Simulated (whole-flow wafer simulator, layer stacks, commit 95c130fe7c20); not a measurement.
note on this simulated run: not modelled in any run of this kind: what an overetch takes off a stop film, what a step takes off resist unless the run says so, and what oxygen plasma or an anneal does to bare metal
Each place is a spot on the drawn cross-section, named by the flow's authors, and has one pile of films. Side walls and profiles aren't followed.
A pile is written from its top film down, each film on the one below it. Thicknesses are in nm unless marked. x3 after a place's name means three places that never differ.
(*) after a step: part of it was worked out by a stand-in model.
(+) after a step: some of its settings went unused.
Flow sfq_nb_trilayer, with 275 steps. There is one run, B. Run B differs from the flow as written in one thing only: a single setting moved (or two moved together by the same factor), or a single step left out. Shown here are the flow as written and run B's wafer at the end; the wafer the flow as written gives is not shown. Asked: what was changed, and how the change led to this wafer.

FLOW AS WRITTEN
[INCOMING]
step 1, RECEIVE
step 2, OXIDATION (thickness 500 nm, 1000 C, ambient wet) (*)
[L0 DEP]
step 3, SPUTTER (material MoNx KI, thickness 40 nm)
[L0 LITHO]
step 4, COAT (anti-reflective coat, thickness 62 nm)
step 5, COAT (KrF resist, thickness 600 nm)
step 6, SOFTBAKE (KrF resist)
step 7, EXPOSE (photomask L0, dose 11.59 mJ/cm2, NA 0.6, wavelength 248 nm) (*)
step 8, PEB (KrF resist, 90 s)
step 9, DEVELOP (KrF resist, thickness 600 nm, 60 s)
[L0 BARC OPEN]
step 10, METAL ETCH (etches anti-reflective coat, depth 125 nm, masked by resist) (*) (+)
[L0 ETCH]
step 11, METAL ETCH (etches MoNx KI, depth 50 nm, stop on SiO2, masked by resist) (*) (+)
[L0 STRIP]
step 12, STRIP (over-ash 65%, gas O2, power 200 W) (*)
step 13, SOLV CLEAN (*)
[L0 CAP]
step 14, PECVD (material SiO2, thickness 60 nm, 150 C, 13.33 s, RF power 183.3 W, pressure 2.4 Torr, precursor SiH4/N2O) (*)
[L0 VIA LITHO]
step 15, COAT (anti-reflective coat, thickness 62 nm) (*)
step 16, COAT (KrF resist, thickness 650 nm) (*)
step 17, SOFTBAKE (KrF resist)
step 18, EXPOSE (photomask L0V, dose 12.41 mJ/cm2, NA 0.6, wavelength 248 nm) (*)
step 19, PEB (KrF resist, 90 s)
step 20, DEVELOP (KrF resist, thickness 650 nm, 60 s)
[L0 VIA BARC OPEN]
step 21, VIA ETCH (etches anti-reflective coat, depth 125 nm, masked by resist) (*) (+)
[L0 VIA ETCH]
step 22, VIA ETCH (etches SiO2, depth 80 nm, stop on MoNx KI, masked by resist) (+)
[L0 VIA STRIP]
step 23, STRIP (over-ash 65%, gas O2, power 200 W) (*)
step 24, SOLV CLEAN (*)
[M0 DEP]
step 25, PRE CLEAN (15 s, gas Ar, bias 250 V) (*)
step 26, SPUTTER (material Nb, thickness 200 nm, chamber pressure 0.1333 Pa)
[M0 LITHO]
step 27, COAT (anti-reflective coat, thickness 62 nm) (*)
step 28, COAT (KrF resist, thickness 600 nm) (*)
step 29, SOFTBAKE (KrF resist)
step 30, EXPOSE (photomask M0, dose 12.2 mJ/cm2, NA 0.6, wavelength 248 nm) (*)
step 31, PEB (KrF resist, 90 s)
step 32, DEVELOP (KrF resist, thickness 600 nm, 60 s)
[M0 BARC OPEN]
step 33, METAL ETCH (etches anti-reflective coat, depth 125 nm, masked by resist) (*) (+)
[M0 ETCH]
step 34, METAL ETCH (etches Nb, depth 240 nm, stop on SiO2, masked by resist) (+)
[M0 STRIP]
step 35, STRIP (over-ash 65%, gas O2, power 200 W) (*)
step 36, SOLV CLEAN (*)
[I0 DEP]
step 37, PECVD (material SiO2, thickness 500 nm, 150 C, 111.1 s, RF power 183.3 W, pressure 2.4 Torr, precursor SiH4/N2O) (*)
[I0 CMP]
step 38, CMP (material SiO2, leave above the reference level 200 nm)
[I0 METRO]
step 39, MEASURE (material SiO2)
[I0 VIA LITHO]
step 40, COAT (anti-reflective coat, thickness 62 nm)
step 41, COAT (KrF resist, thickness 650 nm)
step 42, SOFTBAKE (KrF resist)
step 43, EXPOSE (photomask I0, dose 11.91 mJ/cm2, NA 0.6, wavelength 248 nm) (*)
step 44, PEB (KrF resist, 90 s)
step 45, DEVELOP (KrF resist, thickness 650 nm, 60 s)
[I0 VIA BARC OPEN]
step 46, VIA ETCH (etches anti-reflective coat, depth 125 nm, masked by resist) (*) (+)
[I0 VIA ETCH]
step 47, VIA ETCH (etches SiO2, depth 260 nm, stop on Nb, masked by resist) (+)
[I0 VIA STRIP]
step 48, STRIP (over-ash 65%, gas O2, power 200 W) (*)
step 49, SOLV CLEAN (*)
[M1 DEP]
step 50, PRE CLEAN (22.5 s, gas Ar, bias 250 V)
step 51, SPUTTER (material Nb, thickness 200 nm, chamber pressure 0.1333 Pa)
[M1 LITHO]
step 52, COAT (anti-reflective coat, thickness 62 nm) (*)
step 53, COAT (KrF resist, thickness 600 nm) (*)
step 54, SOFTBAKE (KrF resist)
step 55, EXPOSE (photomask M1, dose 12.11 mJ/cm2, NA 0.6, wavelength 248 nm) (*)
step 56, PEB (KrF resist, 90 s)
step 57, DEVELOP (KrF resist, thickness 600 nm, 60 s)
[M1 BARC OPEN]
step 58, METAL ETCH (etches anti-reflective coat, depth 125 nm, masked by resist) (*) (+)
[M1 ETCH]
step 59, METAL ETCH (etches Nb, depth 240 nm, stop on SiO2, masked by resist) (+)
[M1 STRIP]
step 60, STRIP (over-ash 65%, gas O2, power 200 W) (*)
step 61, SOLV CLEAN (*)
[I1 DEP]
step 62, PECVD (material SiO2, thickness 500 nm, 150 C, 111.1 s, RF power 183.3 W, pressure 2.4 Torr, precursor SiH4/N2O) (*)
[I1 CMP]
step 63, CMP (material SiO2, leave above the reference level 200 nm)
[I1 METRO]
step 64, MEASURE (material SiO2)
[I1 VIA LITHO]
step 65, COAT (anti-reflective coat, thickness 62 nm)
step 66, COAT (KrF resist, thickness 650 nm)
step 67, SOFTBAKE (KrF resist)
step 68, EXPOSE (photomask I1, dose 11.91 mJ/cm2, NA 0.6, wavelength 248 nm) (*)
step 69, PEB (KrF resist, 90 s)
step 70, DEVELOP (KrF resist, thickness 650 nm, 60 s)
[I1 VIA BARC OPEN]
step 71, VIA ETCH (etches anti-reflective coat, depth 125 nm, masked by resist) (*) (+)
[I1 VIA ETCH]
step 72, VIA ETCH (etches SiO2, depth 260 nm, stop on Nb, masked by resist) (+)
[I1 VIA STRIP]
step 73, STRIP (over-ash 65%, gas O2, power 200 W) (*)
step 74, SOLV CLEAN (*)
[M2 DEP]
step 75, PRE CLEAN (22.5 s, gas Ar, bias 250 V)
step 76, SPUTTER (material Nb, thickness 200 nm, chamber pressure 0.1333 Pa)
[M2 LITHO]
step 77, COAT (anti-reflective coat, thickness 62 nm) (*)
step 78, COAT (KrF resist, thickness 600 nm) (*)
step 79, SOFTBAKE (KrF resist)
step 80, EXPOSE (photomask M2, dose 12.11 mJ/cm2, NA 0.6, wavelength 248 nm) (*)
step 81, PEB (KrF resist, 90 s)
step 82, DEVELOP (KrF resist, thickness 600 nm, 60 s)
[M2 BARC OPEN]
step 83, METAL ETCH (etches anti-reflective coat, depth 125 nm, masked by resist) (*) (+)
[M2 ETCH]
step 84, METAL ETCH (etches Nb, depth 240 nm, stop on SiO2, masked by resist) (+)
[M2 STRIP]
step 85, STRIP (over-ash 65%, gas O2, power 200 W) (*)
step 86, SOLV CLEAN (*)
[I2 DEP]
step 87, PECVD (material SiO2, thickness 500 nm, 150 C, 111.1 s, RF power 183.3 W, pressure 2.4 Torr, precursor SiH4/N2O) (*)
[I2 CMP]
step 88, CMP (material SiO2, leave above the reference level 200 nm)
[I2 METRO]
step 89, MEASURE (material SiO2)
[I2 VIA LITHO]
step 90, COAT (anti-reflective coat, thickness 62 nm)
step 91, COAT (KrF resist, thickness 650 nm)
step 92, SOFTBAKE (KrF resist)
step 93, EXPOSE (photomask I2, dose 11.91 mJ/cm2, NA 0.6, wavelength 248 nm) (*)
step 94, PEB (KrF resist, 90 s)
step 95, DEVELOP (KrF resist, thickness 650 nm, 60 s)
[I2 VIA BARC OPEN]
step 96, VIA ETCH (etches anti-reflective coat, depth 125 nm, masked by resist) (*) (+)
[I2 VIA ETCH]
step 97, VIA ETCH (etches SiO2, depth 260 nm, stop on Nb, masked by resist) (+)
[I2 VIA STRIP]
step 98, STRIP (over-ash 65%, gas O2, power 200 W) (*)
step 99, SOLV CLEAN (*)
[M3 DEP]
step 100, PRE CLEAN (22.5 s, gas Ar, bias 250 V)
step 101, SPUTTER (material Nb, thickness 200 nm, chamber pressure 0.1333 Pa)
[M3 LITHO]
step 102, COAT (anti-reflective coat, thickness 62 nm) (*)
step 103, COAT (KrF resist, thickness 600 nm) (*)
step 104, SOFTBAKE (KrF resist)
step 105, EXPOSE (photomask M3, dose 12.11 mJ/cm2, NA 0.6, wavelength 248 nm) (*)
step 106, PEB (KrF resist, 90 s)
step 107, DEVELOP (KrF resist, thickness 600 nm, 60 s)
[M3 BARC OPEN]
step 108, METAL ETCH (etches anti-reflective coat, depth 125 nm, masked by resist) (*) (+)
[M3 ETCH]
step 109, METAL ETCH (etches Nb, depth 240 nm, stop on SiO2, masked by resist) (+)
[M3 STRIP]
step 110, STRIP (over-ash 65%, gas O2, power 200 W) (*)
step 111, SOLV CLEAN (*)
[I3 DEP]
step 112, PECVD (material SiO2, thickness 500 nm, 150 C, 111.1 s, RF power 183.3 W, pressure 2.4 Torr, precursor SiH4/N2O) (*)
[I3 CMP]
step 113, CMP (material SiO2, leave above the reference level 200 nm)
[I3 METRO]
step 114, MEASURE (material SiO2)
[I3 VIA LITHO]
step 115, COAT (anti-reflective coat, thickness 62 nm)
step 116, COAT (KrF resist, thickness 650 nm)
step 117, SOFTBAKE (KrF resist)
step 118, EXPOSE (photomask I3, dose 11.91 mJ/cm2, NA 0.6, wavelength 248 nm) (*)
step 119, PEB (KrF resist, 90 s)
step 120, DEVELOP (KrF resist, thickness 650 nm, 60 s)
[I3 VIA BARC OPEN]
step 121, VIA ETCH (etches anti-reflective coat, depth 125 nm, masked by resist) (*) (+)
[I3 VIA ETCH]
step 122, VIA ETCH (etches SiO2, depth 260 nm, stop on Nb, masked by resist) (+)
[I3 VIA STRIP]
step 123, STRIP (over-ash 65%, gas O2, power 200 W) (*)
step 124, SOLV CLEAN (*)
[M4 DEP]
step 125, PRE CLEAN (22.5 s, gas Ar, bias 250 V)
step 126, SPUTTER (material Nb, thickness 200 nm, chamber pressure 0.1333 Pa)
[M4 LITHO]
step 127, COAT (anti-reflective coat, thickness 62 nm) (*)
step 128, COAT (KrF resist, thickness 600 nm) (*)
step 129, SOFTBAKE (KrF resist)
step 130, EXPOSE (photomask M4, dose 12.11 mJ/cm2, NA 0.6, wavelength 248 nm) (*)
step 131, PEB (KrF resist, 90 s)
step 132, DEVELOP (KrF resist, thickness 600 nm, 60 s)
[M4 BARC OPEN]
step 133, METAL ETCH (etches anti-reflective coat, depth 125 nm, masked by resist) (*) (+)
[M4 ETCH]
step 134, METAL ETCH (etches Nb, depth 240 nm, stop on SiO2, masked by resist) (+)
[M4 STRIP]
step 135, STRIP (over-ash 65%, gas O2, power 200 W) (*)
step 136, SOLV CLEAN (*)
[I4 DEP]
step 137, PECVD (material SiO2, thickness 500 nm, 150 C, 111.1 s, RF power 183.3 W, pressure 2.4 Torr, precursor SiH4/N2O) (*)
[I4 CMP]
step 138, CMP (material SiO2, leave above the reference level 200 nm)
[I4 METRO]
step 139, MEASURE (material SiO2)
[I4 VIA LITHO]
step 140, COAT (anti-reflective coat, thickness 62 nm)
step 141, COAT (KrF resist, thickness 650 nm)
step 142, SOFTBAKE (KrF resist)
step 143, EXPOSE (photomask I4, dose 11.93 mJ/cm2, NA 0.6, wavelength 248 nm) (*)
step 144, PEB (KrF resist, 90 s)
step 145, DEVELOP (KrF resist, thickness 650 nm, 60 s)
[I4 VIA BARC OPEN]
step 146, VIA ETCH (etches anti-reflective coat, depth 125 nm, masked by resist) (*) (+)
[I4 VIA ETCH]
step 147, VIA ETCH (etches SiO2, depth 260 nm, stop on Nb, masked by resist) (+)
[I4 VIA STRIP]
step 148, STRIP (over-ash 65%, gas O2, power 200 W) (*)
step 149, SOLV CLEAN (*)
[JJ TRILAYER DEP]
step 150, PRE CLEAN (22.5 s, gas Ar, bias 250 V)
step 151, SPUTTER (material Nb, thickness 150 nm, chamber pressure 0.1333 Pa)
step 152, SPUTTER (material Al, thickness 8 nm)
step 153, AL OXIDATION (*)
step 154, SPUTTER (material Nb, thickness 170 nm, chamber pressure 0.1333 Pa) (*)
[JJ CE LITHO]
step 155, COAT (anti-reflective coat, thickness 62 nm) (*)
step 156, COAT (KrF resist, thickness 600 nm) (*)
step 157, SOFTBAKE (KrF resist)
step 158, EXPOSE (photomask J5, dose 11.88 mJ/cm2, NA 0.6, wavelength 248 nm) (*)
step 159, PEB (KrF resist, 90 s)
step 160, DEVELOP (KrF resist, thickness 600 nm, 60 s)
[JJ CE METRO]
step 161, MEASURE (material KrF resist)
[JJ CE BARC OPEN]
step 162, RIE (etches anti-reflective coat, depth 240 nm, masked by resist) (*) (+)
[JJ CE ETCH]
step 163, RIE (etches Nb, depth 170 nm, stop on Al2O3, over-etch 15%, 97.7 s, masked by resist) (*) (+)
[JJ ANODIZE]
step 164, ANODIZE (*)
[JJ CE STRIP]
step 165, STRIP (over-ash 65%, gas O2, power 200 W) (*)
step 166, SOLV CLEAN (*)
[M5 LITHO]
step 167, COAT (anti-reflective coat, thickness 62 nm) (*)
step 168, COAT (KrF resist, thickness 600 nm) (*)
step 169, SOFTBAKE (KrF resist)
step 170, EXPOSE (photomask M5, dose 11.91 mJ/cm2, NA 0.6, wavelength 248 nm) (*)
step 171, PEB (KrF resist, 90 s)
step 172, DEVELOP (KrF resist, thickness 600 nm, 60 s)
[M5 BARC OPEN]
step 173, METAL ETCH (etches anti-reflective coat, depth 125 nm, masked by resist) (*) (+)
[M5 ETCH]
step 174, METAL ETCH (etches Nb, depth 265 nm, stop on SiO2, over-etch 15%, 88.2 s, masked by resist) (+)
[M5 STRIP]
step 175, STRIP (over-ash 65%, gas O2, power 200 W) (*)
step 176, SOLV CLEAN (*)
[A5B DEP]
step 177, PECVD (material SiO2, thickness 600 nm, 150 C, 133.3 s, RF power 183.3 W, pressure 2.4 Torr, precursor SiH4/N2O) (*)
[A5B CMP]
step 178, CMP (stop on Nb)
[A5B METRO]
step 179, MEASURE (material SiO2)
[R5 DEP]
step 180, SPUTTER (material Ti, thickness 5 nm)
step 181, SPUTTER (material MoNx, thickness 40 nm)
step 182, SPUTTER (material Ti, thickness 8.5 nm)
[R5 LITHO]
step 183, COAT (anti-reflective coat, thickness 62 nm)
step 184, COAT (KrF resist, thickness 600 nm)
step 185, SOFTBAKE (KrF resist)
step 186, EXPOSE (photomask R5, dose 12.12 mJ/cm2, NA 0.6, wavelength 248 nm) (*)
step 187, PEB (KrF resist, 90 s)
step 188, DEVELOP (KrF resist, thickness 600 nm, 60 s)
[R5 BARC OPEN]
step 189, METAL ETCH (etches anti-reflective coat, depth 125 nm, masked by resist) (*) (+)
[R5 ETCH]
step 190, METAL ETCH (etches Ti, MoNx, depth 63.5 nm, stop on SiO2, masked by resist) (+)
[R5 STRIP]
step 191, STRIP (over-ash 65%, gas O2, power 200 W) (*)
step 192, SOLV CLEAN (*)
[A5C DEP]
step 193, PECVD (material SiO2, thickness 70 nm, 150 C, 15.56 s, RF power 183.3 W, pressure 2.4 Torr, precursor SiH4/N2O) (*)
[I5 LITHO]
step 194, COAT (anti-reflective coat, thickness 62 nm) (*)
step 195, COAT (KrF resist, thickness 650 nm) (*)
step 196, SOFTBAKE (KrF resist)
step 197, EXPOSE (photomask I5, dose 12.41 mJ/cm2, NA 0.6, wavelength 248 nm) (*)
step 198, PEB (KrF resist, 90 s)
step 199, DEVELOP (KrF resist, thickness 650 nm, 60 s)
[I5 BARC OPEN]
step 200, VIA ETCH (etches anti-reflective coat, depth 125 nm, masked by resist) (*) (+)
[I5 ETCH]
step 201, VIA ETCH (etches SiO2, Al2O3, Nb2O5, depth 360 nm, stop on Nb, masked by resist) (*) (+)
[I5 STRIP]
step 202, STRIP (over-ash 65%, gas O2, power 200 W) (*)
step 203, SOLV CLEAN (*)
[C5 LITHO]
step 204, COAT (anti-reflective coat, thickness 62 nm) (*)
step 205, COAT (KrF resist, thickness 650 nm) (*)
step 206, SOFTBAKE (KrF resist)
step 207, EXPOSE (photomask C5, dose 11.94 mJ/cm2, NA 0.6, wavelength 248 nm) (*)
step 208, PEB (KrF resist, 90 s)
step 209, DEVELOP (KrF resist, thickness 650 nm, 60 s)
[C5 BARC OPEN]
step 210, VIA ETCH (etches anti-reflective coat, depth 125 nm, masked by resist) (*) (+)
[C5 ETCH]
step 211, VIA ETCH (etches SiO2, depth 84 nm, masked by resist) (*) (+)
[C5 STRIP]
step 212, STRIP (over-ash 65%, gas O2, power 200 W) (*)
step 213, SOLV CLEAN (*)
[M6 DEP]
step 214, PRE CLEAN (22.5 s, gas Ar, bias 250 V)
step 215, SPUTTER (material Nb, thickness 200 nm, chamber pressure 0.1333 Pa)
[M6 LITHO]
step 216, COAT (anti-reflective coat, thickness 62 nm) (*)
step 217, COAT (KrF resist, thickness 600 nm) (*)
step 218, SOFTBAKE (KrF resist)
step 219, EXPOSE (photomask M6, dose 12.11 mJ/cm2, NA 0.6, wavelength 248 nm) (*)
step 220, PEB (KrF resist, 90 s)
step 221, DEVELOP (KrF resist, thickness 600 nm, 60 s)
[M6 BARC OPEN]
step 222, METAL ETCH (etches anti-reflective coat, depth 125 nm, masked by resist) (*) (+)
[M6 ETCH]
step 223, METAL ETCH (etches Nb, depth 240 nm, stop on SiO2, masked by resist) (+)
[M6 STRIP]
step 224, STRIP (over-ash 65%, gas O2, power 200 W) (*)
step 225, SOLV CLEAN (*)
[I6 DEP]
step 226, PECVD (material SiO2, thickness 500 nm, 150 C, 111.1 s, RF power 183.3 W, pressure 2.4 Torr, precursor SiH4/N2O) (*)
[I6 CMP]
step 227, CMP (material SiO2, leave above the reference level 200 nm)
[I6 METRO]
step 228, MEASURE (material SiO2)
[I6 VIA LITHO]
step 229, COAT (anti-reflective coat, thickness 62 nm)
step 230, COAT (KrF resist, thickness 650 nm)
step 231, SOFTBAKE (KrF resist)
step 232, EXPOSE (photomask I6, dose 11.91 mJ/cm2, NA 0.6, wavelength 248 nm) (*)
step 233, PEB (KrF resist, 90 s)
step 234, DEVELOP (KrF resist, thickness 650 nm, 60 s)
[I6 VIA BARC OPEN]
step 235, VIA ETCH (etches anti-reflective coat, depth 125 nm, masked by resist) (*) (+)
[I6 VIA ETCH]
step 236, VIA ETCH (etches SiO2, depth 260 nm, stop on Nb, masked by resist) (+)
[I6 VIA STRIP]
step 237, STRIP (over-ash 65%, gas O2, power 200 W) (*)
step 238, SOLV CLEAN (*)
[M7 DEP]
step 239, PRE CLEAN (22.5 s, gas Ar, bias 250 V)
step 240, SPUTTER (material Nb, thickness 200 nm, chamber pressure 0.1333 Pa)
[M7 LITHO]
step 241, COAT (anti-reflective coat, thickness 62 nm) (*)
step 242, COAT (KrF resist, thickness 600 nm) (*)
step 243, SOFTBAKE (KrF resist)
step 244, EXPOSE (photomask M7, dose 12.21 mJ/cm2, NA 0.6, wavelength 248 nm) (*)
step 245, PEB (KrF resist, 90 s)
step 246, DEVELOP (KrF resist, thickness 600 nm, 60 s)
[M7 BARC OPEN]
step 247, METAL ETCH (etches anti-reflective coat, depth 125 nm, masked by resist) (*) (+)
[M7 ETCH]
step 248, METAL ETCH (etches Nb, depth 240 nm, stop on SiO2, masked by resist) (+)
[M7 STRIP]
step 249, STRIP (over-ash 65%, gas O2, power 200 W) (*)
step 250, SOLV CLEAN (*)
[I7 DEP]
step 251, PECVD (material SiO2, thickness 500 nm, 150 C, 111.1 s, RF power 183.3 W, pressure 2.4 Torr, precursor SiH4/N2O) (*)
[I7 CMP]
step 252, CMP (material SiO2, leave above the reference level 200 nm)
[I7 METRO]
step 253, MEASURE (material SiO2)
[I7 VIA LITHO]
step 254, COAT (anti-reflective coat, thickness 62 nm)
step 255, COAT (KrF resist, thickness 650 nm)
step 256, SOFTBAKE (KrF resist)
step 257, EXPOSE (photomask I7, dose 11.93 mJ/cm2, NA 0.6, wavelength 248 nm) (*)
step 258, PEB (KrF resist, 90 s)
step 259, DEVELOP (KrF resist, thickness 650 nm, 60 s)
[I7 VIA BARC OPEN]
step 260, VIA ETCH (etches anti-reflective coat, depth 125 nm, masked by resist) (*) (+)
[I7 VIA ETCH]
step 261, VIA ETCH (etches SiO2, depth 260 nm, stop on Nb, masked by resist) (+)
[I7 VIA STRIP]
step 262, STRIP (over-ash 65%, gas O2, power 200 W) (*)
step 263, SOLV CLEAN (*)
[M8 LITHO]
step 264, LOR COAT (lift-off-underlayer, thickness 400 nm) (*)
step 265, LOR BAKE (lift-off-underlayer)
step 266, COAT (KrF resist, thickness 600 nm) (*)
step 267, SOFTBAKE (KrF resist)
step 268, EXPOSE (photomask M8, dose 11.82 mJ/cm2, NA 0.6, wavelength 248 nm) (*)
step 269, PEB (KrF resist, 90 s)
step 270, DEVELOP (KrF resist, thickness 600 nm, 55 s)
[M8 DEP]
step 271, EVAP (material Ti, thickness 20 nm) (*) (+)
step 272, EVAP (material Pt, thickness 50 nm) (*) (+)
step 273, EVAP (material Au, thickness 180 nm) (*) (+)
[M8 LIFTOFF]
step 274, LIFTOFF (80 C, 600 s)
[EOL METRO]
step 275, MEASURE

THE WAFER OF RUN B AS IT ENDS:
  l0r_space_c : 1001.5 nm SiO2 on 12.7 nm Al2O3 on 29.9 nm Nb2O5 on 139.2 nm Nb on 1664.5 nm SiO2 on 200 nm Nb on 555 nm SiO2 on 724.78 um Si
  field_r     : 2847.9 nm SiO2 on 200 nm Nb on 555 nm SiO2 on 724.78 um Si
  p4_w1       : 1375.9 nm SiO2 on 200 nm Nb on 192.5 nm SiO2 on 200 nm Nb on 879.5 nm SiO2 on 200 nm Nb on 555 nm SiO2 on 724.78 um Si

What caused this: step 51, SPUTTER: thickness 102 nm was run, though the flow has thickness 200 nm.

How this came from the change, step by step:
  step 51, SPUTTER (material Nb, thickness 200 nm, chamber pressure 0.1333 Pa)
      field_l, v_sur, via_wl and 102 more: +102 Nb (new film) (as written it would have been: +200 Nb (new film))
      via_w: +89.9 Nb (as written it would have been: +174.5 Nb)
  step 52, COAT (anti-reflective coat, thickness 62 nm) (*)
      via_wl: +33 anti-reflective coat (new film) (as written it would have been: +33.8 anti-reflective coat (new film))
      via_w: +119 anti-reflective coat (new film) (as written it would have been: +123.1 anti-reflective coat (new film))
      (and at 1 other place as well)
  step 59, METAL ETCH (etches Nb, depth 240 nm, stop on SiO2, masked by resist) (+)
      field_l, be, be_sur and 79 more: -102 Nb (all of it) (as written it would have been: -200 Nb (all of it))
      v_sur, via_wl, via_w and 21 more: -90 KrF resist (as written it would have been: -141.2 KrF resist)
  step 60, STRIP (over-ash 65%, gas O2, power 200 W) (*)
      wl_j_sl, wl_jj, wl_j_sr and 13 more: -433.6 KrF resist (all of it), -62 anti-reflective coat (all of it) (as written it would have been: -382.4 KrF resist (all of it), -62 anti-reflective coat (all of it))
      v_sur: -417.8 KrF resist (all of it), -60.9 anti-reflective coat (all of it) (as written it would have been: -365.9 KrF resist (all of it), -61.1 anti-reflective coat (all of it))
      (and at 7 other places as well)
  step 62, PECVD (material SiO2, thickness 500 nm, 150 C, 111.1 s, RF power 183.3 W, pressure 2.4 Torr, precursor SiH4/N2O) (*)
      wl_d_sl, wl_d_sr: +500 SiO2 (as written it would have been: +557.1 SiO2)
      via_w: +582 SiO2 (new film) (as written it would have been: +606 SiO2 (new film))
  step 63, CMP (material SiO2, leave above the reference level 200 nm)
      field_l, be, be_sur and 72 more: -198 SiO2 (as written it would have been: -100 SiO2)
      lsp_m, ln_m6, lsp_r, l0_sur, l0v: -198 SiO2 (as written it would have been: -94.9 SiO2)
      (and at 3 other places as well)
